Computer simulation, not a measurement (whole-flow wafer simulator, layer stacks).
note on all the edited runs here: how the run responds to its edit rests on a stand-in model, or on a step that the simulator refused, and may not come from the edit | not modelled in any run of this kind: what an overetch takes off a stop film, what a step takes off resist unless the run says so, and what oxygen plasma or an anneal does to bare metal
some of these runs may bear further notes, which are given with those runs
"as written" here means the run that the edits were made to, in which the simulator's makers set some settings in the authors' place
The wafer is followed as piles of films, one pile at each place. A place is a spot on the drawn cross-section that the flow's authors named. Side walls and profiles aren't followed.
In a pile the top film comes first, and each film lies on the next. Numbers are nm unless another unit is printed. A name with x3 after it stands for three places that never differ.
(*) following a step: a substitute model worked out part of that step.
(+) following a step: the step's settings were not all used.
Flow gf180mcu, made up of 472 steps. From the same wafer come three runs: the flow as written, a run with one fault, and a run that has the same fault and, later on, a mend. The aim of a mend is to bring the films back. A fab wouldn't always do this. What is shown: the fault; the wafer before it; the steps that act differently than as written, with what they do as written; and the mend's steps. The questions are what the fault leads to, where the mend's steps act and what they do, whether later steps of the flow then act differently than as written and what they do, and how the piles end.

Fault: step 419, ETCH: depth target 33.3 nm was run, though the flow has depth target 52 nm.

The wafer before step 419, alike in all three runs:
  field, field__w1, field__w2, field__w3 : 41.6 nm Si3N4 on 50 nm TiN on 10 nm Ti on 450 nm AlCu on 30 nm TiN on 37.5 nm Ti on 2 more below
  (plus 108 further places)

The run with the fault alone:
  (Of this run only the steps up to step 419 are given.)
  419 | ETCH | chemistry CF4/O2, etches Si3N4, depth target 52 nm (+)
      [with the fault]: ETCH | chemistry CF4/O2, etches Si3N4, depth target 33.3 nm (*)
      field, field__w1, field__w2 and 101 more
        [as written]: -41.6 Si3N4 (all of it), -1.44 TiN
        [with the fault]: -33.3 Si3N4
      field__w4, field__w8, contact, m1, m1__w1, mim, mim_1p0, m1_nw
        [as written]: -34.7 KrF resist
        [with the fault]: -22.2 KrF resist
  The piles after step 419 differ from the flow's at field, field__w1, field__w2 and 101 more by more than 2% or 0.5 nm, whichever is larger.
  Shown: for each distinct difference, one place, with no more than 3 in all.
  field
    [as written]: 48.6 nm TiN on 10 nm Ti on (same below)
    [with the fault]: 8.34 nm Si3N4 on 50 nm TiN on 10 nm Ti on (same below)

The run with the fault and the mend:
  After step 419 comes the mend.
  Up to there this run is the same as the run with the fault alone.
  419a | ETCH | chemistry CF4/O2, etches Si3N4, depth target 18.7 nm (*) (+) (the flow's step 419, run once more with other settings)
      field, field__w1, field__w2 and 101 more
        -8.34 Si3N4 (all of it), -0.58 TiN
      field__w4, field__w8, contact, m1, m1__w1, mim, mim_1p0, m1_nw
        -8.34 KrF resist
  None of the later steps of the flow differs from how it acts as written, at any place that is followed, by more than 2% or 0.5 nm, whichever is larger.
  At every place that both follow, the piles at the end match the flow's.
